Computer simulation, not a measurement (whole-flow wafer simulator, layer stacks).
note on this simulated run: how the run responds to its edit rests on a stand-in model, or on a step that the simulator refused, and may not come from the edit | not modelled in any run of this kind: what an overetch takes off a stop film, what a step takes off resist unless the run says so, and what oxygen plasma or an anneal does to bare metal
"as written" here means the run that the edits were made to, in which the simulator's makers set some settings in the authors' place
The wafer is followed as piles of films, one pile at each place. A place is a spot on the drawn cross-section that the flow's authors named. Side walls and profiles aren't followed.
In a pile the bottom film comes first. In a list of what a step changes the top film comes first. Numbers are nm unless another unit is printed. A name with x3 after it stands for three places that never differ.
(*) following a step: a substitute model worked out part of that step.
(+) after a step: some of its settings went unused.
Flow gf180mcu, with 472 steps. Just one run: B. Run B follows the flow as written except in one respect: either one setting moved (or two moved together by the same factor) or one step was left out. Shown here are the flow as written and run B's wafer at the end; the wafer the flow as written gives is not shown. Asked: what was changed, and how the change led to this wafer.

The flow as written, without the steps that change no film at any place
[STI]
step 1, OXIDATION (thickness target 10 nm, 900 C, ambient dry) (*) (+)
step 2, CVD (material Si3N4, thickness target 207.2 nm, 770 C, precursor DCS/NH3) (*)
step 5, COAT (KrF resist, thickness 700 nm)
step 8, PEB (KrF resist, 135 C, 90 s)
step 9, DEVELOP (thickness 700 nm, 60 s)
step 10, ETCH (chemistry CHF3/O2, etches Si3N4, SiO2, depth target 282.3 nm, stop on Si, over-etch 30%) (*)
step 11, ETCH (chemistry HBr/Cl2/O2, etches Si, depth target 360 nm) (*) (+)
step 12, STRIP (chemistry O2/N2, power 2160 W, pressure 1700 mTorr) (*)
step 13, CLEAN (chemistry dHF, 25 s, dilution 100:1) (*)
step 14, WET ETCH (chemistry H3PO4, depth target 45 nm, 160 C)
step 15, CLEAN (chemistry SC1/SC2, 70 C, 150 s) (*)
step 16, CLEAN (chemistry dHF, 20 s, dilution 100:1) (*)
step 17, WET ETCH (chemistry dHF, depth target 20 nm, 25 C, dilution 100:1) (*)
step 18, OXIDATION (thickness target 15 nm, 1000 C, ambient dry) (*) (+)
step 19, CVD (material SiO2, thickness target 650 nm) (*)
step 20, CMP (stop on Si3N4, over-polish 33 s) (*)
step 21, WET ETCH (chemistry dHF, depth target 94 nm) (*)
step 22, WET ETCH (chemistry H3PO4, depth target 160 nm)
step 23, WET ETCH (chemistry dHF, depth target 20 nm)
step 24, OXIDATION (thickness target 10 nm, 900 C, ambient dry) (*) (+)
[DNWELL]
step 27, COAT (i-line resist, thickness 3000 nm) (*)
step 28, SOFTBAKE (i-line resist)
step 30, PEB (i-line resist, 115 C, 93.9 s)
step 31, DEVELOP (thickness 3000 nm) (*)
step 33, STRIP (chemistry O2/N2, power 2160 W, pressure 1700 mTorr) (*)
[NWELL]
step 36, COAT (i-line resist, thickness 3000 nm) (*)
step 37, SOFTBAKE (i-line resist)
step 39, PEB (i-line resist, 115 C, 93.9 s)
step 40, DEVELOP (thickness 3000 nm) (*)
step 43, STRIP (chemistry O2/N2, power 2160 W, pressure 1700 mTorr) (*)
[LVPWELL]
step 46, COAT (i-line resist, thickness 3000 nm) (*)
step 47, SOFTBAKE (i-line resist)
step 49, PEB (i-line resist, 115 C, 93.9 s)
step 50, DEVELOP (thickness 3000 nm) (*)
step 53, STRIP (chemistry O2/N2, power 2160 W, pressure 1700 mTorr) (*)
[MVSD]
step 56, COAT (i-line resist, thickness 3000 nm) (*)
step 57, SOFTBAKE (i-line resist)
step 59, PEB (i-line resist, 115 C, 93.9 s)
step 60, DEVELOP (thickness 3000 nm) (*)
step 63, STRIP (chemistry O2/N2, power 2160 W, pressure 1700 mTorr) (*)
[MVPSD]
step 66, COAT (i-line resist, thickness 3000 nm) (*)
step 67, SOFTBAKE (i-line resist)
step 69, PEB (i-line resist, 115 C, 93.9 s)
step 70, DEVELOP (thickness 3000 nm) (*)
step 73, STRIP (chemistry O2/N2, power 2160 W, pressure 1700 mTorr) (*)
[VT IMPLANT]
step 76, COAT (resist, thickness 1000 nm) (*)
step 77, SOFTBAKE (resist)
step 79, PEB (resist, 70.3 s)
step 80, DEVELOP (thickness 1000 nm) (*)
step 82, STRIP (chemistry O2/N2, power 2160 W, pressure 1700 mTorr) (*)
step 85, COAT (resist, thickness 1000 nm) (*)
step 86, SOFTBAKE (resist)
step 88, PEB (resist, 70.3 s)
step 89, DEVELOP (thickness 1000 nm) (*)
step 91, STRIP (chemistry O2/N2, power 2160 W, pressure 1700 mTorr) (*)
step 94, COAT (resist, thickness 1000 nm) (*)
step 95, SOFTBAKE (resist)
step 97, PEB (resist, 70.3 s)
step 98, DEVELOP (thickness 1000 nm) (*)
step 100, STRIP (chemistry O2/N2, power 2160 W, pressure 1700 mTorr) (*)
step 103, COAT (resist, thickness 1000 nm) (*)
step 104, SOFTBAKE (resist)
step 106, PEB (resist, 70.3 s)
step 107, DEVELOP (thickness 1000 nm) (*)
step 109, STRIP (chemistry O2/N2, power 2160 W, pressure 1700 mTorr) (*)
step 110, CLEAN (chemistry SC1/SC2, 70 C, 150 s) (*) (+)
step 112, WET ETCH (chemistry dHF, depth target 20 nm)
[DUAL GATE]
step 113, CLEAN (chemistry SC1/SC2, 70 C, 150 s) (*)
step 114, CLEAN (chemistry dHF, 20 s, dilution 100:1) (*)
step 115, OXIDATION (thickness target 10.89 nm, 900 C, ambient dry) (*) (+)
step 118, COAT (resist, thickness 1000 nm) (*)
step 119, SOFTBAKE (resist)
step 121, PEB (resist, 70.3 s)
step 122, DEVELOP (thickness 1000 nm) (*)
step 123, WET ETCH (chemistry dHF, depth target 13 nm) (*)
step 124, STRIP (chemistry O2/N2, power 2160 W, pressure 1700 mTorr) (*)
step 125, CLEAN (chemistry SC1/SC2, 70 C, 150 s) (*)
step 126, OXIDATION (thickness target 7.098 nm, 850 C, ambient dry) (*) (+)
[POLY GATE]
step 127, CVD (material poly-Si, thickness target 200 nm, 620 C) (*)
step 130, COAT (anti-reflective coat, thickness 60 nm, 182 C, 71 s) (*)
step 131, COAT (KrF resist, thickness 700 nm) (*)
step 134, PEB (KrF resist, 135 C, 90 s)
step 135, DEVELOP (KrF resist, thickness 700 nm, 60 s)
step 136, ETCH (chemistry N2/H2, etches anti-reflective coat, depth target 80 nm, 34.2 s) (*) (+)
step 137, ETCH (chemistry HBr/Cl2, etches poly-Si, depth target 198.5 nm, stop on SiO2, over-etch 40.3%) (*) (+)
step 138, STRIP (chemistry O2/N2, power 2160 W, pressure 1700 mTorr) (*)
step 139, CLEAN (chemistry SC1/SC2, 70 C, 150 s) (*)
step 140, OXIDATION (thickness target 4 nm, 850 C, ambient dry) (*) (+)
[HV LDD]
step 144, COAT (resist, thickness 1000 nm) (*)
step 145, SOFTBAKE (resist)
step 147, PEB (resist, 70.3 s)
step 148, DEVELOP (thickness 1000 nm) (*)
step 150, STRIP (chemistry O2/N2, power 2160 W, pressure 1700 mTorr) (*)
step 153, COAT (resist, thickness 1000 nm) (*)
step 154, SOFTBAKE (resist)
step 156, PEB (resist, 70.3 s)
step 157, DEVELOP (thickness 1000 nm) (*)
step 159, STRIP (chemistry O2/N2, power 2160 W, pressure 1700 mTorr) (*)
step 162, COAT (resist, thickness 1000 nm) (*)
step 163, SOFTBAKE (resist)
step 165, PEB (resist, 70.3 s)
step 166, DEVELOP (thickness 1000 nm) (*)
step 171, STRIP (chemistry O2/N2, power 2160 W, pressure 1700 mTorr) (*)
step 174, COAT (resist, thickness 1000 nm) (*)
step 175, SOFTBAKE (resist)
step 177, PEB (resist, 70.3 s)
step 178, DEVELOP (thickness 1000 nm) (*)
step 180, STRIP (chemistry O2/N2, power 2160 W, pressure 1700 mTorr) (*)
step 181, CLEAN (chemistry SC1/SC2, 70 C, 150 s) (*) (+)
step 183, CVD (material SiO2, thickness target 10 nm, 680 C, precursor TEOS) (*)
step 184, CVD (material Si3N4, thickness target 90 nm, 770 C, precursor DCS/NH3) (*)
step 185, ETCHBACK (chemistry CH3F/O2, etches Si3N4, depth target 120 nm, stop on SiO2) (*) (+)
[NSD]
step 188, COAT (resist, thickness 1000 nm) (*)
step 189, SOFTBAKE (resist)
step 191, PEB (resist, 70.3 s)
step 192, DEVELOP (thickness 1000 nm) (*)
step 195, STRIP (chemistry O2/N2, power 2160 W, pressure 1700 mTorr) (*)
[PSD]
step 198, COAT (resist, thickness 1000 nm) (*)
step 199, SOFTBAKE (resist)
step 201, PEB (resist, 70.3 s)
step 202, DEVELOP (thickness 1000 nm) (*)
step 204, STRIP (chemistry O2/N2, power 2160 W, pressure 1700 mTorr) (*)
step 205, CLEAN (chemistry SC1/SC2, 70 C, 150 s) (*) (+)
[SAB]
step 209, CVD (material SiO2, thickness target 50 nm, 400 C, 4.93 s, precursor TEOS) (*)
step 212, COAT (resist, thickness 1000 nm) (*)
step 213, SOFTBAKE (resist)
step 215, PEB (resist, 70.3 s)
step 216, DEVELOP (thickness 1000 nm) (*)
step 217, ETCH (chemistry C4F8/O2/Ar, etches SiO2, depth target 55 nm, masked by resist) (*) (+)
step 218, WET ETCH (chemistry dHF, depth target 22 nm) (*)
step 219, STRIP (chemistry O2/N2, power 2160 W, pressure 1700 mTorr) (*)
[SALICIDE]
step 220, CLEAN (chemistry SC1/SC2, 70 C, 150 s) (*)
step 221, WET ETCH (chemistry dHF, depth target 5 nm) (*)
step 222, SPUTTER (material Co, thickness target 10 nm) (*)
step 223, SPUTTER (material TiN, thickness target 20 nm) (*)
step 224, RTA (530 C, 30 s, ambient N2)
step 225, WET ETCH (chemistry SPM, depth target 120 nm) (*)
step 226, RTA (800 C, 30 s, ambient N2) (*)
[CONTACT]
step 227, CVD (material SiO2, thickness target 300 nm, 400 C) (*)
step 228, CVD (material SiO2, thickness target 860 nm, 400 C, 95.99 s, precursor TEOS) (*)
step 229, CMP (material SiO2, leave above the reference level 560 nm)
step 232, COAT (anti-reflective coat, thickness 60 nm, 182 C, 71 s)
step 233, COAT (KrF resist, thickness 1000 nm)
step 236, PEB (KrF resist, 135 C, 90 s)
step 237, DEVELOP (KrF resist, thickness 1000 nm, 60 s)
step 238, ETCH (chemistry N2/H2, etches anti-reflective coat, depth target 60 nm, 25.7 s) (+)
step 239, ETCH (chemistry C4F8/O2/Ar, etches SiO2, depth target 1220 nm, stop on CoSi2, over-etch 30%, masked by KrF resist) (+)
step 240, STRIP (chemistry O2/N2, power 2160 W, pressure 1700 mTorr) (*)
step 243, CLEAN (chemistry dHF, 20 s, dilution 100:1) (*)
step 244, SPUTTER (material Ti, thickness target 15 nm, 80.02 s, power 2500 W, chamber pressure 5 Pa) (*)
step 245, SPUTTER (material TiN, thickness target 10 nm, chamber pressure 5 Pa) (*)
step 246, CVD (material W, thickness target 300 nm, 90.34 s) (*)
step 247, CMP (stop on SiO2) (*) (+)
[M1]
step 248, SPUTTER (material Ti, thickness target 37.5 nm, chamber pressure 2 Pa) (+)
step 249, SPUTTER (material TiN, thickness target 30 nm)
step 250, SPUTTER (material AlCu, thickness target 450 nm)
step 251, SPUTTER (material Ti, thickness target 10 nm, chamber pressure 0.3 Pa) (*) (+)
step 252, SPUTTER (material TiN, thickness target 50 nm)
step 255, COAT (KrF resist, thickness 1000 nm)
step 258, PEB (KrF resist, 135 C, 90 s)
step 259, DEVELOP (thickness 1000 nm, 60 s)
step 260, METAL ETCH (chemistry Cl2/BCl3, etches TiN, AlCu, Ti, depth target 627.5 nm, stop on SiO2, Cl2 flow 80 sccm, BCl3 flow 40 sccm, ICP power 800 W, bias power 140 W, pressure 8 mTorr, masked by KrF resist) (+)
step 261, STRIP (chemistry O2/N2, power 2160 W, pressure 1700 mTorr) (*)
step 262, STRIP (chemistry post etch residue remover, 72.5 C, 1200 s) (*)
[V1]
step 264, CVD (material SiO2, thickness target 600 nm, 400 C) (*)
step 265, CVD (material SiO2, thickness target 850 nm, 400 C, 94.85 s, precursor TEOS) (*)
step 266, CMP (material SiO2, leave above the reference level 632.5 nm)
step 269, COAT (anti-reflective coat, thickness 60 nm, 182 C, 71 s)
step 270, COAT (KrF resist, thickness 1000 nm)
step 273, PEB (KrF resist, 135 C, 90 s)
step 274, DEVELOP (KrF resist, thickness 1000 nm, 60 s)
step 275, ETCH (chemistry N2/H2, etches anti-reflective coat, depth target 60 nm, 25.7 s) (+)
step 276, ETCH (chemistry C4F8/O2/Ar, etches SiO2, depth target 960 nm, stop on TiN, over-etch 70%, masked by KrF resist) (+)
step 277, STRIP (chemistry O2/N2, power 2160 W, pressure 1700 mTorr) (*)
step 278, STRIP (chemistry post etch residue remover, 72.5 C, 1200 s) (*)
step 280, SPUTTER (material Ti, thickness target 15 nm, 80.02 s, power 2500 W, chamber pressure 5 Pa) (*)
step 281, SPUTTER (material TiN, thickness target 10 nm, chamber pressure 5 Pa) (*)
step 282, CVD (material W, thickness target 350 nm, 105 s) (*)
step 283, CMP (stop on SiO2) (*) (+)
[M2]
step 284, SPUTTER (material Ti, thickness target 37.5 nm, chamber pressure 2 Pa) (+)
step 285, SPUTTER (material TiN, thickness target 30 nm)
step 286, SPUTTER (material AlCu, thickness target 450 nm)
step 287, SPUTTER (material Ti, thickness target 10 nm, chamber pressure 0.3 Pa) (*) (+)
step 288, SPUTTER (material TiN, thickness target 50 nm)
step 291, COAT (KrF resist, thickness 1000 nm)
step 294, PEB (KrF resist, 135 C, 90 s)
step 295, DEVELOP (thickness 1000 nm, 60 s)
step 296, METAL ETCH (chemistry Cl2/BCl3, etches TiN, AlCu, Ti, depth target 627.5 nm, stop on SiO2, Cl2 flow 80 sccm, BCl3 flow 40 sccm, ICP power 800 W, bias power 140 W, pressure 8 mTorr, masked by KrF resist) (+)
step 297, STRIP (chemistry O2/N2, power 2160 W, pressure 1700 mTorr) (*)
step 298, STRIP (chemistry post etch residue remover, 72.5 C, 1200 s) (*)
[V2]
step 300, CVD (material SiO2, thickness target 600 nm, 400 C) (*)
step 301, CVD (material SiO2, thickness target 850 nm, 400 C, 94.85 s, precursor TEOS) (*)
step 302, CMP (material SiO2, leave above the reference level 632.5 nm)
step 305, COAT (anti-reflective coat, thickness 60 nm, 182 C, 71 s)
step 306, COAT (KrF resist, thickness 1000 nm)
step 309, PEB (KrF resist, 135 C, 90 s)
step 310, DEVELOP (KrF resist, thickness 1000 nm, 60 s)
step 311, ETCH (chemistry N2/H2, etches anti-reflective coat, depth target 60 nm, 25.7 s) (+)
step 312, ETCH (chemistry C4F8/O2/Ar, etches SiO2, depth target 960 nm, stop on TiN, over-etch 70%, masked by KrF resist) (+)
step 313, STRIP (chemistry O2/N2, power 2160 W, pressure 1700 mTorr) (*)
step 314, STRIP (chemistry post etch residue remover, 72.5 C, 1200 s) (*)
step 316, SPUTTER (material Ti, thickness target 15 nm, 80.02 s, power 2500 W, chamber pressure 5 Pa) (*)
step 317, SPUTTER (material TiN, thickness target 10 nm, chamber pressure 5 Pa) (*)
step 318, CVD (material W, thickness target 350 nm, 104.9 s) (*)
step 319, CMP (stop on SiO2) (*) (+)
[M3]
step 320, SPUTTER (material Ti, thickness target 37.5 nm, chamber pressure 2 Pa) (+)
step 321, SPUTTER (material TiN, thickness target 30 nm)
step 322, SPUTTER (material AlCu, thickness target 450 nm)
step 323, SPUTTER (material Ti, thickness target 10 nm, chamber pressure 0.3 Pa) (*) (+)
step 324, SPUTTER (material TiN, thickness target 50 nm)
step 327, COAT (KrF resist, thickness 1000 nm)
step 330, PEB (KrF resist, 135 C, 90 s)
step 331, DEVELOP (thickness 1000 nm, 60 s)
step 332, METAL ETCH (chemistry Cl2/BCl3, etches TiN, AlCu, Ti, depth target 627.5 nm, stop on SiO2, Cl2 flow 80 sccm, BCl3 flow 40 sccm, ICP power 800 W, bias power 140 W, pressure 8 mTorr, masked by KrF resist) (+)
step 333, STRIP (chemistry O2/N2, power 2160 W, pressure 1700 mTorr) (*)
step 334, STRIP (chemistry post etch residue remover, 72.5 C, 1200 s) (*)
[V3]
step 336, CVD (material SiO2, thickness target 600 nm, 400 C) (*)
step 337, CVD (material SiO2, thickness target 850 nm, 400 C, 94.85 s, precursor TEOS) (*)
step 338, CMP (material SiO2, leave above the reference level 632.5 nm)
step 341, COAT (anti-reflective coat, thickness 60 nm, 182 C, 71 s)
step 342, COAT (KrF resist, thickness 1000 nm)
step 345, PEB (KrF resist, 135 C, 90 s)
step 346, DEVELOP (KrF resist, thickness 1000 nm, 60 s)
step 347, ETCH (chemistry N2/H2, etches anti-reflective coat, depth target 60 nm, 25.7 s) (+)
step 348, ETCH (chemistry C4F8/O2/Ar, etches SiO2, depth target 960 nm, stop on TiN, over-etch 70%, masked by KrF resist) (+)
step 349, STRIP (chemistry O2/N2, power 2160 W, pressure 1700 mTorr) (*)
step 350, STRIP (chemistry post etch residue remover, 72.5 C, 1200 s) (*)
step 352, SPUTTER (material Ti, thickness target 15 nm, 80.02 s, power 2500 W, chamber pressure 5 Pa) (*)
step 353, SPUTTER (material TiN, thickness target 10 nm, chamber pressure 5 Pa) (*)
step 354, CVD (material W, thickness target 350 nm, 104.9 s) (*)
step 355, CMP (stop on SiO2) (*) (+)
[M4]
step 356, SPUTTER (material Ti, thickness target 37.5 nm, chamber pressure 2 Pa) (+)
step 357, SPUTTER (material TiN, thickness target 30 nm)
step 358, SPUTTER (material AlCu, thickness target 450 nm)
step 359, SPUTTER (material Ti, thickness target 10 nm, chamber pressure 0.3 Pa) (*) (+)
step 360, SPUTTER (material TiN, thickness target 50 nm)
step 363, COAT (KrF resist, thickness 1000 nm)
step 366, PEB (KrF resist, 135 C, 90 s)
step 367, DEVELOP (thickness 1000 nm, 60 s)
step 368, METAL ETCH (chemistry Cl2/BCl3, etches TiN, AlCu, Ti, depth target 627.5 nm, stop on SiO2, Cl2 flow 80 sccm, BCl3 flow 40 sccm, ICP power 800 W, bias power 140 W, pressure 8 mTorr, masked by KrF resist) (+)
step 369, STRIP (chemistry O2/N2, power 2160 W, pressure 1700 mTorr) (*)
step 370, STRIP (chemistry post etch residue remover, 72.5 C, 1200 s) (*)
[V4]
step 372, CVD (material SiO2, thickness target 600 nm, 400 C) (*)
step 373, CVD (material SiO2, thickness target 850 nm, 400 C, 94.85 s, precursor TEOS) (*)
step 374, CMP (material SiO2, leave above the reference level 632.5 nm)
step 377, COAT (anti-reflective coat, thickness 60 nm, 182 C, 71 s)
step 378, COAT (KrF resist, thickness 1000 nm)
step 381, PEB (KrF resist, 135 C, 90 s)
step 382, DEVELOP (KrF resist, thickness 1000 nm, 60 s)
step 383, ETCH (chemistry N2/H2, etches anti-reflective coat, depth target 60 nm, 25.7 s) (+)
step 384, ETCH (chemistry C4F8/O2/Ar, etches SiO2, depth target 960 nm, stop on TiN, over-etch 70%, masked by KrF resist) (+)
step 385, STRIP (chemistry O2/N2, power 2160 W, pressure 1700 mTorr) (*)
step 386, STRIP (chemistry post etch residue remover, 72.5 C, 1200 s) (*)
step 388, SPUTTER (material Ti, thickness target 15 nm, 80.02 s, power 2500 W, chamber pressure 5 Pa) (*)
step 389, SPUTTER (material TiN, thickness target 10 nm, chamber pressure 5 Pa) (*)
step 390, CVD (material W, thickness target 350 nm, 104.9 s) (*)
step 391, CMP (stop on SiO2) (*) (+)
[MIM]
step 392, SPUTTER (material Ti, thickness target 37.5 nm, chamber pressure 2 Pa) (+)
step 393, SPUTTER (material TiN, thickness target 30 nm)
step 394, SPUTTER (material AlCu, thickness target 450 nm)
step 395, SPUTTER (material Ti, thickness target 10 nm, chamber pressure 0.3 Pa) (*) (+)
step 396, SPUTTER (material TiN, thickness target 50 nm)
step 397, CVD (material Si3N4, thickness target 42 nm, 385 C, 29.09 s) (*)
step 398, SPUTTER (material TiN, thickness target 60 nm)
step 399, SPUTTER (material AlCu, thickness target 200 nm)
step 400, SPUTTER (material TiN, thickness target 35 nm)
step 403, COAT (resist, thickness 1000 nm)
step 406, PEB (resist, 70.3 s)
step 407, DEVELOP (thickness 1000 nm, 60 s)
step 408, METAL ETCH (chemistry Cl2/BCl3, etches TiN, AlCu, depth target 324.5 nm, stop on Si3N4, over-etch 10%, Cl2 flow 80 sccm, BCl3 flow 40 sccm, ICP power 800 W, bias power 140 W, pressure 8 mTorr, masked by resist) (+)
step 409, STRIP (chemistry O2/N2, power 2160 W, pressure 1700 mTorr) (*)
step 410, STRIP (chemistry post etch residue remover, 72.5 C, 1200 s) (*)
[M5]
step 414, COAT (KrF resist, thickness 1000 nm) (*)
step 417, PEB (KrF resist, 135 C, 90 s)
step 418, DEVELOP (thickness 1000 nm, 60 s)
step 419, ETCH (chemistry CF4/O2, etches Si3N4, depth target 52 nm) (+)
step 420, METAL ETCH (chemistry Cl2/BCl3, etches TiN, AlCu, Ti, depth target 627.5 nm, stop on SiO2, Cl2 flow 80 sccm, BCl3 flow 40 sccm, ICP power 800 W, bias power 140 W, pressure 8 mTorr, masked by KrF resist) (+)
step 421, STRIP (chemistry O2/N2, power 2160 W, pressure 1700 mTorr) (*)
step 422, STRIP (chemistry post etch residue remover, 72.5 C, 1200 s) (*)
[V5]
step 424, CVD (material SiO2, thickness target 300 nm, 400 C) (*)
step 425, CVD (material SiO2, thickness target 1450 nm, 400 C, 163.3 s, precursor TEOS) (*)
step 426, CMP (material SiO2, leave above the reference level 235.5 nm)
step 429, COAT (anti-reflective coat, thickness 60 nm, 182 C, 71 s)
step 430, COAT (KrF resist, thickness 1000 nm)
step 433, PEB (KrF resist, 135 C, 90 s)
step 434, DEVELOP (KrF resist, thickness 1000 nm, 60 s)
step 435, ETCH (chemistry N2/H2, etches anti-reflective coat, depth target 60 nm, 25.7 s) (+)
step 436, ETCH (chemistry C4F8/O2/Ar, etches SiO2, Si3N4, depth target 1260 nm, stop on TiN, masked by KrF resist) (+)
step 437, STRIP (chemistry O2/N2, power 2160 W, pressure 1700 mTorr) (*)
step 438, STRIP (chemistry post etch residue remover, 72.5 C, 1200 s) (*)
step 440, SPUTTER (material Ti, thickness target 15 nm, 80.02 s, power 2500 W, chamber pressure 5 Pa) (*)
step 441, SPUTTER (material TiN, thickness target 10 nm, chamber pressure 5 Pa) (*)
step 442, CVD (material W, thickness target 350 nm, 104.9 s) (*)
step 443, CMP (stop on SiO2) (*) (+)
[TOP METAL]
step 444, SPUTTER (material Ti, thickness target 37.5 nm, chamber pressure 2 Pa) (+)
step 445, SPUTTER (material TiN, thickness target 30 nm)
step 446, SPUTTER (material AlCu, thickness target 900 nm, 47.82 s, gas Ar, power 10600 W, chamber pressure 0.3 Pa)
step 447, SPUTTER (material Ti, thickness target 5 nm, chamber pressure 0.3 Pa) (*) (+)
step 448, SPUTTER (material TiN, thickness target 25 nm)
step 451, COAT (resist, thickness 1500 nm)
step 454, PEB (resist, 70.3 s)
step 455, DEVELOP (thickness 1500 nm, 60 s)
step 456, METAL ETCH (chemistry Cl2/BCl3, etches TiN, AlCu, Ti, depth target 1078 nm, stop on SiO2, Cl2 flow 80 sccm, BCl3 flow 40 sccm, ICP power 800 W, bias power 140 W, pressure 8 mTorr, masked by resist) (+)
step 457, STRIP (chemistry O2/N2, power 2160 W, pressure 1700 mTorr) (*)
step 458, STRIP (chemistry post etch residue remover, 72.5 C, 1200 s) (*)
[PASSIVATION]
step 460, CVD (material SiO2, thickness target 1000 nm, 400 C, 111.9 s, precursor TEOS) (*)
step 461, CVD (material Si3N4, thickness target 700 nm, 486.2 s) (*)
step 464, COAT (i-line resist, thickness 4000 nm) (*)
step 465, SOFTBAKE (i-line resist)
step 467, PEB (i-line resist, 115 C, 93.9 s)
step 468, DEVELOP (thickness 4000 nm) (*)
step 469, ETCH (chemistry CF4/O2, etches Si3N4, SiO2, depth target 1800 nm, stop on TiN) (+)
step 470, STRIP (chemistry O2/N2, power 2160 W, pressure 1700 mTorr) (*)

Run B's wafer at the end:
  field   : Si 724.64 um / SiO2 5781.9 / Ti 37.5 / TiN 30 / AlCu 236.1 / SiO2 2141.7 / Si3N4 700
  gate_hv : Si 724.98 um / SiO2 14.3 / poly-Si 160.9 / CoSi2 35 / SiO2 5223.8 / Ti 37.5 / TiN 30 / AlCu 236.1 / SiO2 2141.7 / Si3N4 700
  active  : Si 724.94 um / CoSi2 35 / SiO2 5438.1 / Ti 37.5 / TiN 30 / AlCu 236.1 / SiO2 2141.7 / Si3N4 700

Cause: step 420, METAL ETCH: depth target 266.7 nm was run, though the flow has depth target 627.5 nm.

Step by step, how the change led to this:
  step 420, METAL ETCH (chemistry Cl2/BCl3, etches TiN, AlCu, Ti, depth target 627.5 nm, stop on SiO2, Cl2 flow 80 sccm, BCl3 flow 40 sccm, ICP power 800 W, bias power 140 W, pressure 8 mTorr, masked by KrF resist) (+)
      field, field__w1, field__w2 and 101 more: -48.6 TiN (all of it), -10 Ti (all of it), -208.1 AlCu (it would be, as written: -48.6 TiN (all of it), -10 Ti (all of it), -450 AlCu (all of it), -30 TiN (all of it), -37.5 Ti (all of it))
      field__w4, field__w8, contact, m1, m1__w1, mim, mim_1p0, m1_nw: -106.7 KrF resist (it would be, as written: -251 KrF resist)
  step 421, STRIP (chemistry O2/N2, power 2160 W, pressure 1700 mTorr) (*)
      field__w8, m1__w1: -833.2 KrF resist (all of it) (it would be, as written: -688.9 KrF resist (all of it))
      contact, m1: -833.6 KrF resist (all of it) (it would be, as written: -689.3 KrF resist (all of it))
      (also at 4 further places)
  step 422, STRIP (chemistry post etch residue remover, 72.5 C, 1200 s) (*)
      field, field__w1, field__w2 and 101 more: -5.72 AlCu (it would be, as written: nothing)
  step 424, CVD (material SiO2, thickness target 300 nm, 400 C) (*)
      field, field__w1, field__w2 and 101 more: +300 SiO2 (new film) (it would be, as written: +300 SiO2)
  step 426, CMP (material SiO2, leave above the reference level 235.5 nm)
      field, field__w1, field__w5 and 92 more: -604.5 SiO2 (it would be, as written: -300.8 SiO2)
      field__w2, field__w3, field__w12 and 6 more: -604.5 SiO2 (it would be, as written: -272.7 SiO2)
With metal films that touch counted as one body, field has 1 body; the flow as written gives 0 bodies.
With metal films that touch counted as one body, gate_hv has 2 bodies (between them, from the top down: SiO2 5223.8); the flow as written gives 1 body.
With metal films that touch counted as one body, active has 2 bodies (between them, from the top down: SiO2 5438.1); the flow as written gives 1 body.
